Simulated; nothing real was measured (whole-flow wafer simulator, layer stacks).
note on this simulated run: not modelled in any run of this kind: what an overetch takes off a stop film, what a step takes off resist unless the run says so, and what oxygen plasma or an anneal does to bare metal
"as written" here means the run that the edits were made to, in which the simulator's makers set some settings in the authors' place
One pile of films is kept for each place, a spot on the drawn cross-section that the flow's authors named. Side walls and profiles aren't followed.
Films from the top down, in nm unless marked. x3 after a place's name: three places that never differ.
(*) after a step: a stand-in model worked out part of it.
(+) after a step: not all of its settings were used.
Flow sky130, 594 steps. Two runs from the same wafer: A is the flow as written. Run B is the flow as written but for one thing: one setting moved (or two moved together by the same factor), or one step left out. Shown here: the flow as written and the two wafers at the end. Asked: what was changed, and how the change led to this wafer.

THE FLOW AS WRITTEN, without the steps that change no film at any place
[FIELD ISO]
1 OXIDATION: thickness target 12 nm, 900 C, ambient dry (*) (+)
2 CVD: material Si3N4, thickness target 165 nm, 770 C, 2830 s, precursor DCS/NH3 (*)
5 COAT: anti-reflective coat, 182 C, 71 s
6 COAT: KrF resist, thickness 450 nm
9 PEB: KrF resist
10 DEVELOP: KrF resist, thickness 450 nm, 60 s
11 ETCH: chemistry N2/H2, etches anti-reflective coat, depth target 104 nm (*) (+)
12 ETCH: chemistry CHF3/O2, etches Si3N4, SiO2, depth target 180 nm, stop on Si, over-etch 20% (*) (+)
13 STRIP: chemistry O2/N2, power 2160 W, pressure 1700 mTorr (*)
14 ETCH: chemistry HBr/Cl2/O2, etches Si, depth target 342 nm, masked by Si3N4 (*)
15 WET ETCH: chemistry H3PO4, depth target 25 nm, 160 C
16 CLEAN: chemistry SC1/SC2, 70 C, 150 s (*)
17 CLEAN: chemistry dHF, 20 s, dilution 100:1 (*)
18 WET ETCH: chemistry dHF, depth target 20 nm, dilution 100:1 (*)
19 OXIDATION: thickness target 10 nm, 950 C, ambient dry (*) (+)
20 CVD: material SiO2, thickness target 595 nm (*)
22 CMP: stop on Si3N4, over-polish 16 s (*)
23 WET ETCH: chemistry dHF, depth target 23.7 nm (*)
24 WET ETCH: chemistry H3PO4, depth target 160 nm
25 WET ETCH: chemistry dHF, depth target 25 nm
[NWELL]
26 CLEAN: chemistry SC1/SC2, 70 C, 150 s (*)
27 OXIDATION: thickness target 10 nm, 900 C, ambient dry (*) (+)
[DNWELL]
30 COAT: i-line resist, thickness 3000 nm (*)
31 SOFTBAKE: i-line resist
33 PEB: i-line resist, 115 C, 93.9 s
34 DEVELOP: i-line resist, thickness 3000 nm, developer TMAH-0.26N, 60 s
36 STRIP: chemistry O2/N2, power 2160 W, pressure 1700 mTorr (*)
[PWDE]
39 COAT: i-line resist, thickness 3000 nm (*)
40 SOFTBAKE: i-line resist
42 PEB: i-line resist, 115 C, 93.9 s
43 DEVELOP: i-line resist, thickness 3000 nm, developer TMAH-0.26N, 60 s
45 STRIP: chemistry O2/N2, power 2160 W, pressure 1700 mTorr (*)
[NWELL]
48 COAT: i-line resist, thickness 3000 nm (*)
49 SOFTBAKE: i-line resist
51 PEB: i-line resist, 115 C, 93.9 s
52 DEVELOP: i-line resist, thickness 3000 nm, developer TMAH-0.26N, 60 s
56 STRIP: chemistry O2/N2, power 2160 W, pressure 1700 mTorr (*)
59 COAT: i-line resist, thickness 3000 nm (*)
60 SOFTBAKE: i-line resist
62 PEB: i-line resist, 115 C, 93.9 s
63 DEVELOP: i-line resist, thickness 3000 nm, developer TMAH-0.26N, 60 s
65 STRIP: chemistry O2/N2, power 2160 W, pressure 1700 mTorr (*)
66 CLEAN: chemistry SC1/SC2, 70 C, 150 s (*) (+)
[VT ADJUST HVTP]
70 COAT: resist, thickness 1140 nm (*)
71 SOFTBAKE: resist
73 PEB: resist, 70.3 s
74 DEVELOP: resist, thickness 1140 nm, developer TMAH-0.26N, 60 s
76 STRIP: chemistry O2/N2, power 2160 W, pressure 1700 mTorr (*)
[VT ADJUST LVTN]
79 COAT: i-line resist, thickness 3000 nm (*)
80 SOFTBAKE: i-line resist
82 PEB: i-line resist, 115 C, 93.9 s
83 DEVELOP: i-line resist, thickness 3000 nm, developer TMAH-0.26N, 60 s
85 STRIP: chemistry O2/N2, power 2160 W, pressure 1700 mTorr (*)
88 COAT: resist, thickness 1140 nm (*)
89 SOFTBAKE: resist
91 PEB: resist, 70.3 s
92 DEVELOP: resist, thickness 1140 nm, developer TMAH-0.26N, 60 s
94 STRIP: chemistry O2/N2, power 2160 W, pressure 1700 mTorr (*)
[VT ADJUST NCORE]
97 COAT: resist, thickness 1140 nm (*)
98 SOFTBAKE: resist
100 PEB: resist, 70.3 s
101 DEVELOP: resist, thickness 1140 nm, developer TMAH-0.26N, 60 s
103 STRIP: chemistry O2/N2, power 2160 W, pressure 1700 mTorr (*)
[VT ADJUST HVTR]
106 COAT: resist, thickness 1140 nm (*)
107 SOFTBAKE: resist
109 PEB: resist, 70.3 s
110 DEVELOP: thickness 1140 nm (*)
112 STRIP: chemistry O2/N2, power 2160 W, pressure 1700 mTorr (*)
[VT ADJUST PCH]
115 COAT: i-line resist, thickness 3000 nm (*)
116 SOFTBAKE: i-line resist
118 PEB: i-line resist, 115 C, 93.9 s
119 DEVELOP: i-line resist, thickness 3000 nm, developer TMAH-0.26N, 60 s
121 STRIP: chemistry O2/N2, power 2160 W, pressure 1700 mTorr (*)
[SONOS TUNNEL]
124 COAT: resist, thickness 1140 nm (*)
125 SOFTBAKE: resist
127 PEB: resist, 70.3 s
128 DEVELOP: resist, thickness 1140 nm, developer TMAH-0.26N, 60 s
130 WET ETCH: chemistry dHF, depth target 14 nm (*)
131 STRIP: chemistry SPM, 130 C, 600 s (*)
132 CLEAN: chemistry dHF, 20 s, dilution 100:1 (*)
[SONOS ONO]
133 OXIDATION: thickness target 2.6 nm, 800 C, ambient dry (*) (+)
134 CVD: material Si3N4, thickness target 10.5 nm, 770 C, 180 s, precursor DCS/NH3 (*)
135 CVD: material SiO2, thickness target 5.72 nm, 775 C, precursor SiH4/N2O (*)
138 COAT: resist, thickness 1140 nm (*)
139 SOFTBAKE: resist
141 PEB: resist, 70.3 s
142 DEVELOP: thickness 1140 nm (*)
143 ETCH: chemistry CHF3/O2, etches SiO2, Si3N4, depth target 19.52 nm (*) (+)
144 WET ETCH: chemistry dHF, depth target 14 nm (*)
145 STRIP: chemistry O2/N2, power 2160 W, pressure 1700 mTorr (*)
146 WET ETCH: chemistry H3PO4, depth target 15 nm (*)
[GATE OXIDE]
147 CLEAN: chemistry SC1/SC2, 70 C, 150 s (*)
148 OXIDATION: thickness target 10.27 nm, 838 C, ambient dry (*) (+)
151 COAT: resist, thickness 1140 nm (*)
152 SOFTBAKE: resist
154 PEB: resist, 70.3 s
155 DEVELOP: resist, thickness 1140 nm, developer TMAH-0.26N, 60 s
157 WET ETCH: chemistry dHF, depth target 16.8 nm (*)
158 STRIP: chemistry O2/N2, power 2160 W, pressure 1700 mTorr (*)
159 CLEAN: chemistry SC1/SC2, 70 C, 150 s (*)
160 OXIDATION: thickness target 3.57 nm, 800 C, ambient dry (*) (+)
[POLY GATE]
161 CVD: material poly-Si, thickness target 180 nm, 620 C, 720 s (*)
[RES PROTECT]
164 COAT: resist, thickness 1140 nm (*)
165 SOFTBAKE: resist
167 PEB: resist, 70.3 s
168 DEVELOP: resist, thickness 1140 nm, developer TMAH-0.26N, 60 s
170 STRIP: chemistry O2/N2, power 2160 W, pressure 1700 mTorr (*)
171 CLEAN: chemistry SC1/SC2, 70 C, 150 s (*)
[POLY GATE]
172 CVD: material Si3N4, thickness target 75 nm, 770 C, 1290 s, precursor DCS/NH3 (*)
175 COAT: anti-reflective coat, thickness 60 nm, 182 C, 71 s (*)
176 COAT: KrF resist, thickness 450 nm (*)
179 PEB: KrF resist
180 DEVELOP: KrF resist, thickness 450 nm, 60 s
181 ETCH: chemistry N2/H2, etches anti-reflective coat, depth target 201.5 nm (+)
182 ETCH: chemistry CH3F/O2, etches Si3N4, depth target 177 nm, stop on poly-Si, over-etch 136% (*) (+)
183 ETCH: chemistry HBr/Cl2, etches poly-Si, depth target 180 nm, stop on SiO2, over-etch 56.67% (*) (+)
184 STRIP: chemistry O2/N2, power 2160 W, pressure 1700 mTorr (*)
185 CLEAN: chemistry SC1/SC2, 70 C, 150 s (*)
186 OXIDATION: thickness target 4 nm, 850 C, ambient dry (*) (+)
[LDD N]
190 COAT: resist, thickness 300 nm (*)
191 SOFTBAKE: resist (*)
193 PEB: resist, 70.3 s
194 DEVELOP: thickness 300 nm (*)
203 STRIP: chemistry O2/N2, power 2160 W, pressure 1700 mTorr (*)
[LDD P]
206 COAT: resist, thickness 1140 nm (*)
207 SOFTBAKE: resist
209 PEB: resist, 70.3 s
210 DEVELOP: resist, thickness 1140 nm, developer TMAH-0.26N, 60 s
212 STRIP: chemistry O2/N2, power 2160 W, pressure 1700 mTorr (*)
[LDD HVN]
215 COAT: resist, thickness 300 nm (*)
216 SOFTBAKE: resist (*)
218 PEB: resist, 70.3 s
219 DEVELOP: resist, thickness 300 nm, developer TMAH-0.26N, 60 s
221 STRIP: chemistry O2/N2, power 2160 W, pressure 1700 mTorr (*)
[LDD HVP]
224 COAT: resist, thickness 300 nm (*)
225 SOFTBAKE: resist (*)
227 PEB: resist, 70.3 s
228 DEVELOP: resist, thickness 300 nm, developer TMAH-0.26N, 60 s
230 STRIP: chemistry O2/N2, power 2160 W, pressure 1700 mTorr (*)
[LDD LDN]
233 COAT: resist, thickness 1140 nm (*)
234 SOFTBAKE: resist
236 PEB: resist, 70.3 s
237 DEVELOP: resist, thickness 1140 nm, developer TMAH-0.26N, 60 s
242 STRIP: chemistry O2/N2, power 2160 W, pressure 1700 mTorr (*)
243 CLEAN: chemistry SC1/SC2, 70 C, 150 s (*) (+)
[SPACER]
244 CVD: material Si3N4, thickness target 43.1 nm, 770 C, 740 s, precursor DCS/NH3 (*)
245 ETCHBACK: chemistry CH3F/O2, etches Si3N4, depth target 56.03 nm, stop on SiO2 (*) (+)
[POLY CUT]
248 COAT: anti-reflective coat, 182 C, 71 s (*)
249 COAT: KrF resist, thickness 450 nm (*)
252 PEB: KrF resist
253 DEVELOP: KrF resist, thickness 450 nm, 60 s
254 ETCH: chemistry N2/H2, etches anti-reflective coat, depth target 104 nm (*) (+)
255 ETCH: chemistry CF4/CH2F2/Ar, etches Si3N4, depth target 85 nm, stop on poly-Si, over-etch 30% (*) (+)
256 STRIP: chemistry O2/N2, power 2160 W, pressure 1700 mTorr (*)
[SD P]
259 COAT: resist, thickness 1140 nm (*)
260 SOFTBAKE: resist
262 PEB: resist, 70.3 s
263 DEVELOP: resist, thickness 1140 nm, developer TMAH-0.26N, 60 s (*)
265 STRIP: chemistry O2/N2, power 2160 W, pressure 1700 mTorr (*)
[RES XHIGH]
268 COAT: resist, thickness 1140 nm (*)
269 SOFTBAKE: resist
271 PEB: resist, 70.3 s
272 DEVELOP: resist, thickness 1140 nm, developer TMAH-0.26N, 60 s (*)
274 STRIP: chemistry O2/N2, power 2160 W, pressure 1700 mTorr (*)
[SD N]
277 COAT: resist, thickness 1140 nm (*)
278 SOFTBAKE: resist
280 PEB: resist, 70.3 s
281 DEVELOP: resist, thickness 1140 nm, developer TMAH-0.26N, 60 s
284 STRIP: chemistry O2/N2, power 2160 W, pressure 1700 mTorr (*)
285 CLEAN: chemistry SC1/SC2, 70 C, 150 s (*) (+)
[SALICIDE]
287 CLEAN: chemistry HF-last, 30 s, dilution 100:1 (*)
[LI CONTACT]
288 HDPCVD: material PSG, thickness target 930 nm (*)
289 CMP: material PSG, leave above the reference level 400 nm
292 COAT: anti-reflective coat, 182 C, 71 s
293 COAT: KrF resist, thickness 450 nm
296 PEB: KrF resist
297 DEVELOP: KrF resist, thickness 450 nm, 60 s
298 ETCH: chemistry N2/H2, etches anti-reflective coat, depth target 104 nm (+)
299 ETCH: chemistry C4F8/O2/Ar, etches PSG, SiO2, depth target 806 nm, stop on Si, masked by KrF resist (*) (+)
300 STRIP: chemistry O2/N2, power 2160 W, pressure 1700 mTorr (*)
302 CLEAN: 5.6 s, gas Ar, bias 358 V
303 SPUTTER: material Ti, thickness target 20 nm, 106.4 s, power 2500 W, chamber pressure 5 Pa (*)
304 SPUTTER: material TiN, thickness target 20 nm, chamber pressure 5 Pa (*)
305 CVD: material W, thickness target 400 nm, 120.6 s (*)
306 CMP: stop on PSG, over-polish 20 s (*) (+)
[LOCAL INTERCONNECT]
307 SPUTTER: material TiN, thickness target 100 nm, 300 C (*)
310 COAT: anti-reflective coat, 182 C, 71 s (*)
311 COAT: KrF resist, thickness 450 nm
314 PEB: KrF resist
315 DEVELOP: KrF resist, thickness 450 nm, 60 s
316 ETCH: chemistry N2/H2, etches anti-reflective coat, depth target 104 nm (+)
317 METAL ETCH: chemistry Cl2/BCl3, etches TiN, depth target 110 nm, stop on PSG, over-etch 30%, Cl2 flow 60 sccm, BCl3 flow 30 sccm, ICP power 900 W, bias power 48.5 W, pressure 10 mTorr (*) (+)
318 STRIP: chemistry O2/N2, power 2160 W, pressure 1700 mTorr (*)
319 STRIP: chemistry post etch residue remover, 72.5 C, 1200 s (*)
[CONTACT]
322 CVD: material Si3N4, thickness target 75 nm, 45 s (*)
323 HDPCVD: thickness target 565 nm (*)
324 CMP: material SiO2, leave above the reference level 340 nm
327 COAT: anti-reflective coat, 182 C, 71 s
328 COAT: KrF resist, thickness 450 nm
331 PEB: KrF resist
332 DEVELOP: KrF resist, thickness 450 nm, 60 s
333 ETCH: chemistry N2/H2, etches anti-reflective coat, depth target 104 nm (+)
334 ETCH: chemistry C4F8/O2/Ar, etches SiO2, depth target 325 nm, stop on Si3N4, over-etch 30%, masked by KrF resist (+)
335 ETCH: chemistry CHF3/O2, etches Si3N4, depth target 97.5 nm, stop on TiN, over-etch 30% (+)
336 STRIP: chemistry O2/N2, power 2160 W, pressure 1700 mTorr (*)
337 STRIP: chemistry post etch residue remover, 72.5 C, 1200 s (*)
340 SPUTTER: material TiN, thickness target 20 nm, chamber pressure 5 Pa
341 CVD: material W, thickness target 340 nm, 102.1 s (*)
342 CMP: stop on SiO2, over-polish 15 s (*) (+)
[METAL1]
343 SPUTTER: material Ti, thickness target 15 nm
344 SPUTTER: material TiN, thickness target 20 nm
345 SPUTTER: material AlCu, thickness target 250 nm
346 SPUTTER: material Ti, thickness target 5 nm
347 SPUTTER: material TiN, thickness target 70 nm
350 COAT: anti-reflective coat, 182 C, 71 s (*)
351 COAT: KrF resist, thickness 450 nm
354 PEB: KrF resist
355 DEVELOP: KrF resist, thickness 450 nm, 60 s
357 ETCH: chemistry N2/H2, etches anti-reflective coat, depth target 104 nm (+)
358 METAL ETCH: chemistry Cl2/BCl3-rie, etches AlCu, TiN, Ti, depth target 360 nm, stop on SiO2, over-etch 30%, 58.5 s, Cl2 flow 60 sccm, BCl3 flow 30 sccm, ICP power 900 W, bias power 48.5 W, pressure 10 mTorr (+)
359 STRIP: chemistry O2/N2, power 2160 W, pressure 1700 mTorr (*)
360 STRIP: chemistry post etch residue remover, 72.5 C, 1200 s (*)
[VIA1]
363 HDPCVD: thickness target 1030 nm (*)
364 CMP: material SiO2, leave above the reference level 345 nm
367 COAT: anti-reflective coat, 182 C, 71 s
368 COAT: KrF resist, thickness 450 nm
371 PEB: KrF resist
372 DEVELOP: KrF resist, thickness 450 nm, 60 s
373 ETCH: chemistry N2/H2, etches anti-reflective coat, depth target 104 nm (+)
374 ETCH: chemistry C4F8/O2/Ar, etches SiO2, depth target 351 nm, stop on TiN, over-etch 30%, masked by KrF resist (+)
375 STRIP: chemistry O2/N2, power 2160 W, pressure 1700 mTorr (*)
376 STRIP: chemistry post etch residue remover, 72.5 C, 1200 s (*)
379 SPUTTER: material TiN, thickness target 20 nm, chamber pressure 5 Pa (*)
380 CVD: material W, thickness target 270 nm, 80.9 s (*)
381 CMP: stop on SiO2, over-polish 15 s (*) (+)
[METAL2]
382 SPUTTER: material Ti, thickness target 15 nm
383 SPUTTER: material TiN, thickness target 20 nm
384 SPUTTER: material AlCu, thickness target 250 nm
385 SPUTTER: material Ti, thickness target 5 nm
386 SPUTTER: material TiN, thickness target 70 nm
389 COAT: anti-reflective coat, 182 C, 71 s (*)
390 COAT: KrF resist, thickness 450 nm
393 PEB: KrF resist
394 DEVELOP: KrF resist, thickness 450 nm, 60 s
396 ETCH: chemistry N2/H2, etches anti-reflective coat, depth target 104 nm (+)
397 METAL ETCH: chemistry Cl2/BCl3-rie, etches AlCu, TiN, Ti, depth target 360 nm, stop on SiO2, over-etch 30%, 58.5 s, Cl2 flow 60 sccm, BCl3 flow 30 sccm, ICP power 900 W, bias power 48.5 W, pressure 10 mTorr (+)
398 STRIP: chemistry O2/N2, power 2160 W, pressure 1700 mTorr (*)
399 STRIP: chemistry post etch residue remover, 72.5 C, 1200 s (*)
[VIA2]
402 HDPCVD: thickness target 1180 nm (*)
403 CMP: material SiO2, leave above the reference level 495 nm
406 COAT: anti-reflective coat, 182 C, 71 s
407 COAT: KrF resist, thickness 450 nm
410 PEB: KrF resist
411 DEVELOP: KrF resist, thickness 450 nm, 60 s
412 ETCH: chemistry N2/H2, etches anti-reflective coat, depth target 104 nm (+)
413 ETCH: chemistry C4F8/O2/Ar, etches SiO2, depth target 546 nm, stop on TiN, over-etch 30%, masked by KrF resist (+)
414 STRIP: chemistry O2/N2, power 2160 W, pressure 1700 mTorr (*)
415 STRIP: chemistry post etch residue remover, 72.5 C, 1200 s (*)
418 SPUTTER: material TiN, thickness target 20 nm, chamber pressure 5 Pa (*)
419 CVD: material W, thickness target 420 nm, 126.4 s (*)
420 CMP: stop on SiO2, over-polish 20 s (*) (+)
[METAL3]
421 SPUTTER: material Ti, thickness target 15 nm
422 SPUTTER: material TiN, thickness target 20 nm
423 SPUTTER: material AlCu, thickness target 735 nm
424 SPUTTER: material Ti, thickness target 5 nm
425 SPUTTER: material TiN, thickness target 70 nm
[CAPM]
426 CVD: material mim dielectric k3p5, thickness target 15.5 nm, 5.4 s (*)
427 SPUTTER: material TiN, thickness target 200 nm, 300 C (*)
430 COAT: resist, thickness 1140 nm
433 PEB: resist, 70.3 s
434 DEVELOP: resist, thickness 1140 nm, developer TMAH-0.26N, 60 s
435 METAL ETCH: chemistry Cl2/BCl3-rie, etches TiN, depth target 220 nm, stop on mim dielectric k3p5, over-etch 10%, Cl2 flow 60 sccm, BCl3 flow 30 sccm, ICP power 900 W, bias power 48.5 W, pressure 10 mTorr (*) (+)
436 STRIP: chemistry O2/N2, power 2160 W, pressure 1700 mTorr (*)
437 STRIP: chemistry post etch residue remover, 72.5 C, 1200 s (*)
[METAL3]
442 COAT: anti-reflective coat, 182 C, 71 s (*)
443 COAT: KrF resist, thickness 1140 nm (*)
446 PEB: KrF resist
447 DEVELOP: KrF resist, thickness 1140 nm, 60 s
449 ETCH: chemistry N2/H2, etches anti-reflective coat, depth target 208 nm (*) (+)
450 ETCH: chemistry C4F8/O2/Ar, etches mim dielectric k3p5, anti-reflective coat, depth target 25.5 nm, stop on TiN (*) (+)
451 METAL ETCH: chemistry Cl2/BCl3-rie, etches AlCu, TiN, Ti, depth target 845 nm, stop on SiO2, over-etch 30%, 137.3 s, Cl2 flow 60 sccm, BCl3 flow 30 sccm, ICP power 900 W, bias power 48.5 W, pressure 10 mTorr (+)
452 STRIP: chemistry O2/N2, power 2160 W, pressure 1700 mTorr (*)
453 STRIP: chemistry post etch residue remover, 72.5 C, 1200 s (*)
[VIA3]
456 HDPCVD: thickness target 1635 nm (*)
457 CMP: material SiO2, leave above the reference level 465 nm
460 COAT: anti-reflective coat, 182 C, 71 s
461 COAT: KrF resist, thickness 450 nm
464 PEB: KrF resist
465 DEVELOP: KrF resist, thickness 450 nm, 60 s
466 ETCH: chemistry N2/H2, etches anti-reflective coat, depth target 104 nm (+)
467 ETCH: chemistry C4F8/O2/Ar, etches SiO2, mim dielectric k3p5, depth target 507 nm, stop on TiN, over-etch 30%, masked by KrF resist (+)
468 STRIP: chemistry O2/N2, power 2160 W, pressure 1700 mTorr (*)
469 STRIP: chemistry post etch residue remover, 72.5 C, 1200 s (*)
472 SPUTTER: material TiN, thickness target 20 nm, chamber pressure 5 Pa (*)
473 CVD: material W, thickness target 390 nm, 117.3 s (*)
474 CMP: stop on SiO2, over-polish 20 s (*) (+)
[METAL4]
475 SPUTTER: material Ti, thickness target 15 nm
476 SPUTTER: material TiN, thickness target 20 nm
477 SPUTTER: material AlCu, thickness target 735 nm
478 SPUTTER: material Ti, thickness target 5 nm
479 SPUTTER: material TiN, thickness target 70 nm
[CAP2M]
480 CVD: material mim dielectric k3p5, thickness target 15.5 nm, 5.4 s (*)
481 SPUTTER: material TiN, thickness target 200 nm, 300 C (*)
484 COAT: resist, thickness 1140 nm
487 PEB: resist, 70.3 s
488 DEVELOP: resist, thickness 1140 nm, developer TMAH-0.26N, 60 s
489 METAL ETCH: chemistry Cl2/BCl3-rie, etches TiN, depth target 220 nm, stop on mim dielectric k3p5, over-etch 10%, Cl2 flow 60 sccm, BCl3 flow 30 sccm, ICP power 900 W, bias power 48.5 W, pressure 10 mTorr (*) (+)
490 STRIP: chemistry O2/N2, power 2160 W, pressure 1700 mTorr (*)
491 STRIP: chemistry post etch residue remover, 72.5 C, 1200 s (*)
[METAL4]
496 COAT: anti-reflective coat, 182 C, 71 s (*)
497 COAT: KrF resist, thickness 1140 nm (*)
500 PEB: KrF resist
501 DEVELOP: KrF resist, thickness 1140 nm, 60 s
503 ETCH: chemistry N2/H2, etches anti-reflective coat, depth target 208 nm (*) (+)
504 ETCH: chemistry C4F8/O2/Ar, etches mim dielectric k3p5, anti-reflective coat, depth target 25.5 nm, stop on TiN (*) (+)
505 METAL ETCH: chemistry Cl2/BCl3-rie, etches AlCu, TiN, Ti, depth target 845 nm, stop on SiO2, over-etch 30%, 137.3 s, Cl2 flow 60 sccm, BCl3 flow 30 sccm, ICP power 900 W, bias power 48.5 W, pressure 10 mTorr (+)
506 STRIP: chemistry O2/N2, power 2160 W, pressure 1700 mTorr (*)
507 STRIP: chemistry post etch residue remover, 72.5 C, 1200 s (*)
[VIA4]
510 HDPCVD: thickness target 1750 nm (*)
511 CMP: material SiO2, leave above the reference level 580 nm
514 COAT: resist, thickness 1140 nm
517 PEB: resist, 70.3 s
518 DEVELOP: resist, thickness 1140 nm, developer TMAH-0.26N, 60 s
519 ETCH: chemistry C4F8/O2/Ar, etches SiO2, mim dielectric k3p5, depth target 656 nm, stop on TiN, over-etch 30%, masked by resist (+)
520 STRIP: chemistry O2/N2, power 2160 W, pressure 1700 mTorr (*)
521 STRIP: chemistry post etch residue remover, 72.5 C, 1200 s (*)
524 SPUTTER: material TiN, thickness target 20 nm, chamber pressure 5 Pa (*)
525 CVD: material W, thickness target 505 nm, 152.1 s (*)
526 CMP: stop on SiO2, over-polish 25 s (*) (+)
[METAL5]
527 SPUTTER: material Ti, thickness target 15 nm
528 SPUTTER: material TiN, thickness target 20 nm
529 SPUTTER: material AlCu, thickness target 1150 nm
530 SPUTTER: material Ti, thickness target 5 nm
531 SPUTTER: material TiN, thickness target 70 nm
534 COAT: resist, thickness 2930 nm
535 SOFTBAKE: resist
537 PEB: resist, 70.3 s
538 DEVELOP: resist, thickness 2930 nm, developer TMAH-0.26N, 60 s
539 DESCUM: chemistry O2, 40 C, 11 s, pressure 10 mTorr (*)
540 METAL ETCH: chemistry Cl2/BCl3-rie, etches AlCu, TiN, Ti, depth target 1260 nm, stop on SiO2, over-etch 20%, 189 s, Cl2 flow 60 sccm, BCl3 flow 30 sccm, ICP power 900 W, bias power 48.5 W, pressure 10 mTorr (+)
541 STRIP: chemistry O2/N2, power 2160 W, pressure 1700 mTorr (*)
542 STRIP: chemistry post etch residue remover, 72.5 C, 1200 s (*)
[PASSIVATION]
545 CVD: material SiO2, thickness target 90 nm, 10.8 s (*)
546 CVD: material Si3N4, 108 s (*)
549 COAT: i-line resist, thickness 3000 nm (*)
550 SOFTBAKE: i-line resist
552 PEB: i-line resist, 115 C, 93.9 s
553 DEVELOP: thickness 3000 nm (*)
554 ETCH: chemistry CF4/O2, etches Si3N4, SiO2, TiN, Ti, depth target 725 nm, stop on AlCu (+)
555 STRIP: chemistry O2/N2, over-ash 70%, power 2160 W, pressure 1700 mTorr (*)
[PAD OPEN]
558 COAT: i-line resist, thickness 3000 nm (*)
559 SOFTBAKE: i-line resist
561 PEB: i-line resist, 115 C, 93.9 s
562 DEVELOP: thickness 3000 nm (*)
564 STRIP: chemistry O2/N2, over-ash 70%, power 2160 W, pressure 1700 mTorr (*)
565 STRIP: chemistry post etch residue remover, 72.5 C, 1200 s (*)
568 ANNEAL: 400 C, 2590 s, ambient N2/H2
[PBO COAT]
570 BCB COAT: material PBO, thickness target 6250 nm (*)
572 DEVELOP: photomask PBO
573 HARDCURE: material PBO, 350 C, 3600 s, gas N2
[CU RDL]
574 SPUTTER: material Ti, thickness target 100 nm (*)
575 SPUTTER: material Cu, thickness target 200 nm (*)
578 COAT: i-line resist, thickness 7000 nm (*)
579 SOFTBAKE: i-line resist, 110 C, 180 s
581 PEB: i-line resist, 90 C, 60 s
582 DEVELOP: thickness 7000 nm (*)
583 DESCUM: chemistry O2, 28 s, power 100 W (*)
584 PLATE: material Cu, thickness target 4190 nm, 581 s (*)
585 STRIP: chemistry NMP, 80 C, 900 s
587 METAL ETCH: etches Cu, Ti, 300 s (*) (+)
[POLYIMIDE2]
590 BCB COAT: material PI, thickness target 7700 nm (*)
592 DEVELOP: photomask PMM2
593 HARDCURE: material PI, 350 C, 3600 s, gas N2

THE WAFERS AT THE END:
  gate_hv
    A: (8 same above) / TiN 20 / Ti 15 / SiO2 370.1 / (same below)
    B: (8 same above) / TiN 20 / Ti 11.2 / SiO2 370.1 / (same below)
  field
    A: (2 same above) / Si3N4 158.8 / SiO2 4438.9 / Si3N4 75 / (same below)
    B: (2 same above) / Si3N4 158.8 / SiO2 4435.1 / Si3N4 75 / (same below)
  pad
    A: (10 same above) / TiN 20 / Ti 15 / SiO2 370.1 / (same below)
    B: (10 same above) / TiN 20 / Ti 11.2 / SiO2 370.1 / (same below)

The cause: step 475, SPUTTER: thickness target 11.2 nm was run, where the flow has thickness target 15 nm.
It can be read off the wafer: gate_hv has Ti 11.2, and step 475 as written asks for 15 nm.

How the change led to this, step by step:
  475 SPUTTER: material Ti, thickness target 15 nm
      field, active, n_well and 189 more: A Ti +15 (new film) | B Ti +11.2 (new film)
  505 METAL ETCH: chemistry Cl2/BCl3-rie, etches AlCu, TiN, Ti, depth target 845 nm, stop on SiO2, over-etch 30%, 137.3 s, Cl2 flow 60 sccm, BCl3 flow 30 sccm, ICP power 900 W, bias power 48.5 W, pressure 10 mTorr (+)
      field, gate, spacer and 68 more: A TiN -70 (all of it), Ti -5 (all of it), AlCu -735 (all of it), TiN -20 (all of it), Ti -15 (all of it), SiO2 -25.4 | B TiN -70 (all of it), Ti -5 (all of it), AlCu -735 (all of it), TiN -20 (all of it), Ti -11.2 (all of it), SiO2 -25.7
      active, vpp_iso1, mim_edge_plate and 14 more: A TiN -70 (all of it), Ti -5 (all of it), AlCu -735 (all of it), TiN -20 (all of it), Ti -15 (all of it), SiO2 -25.3 | B TiN -70 (all of it), Ti -5 (all of it), AlCu -735 (all of it), TiN -20 (all of it), Ti -11.2 (all of it), SiO2 -25.7
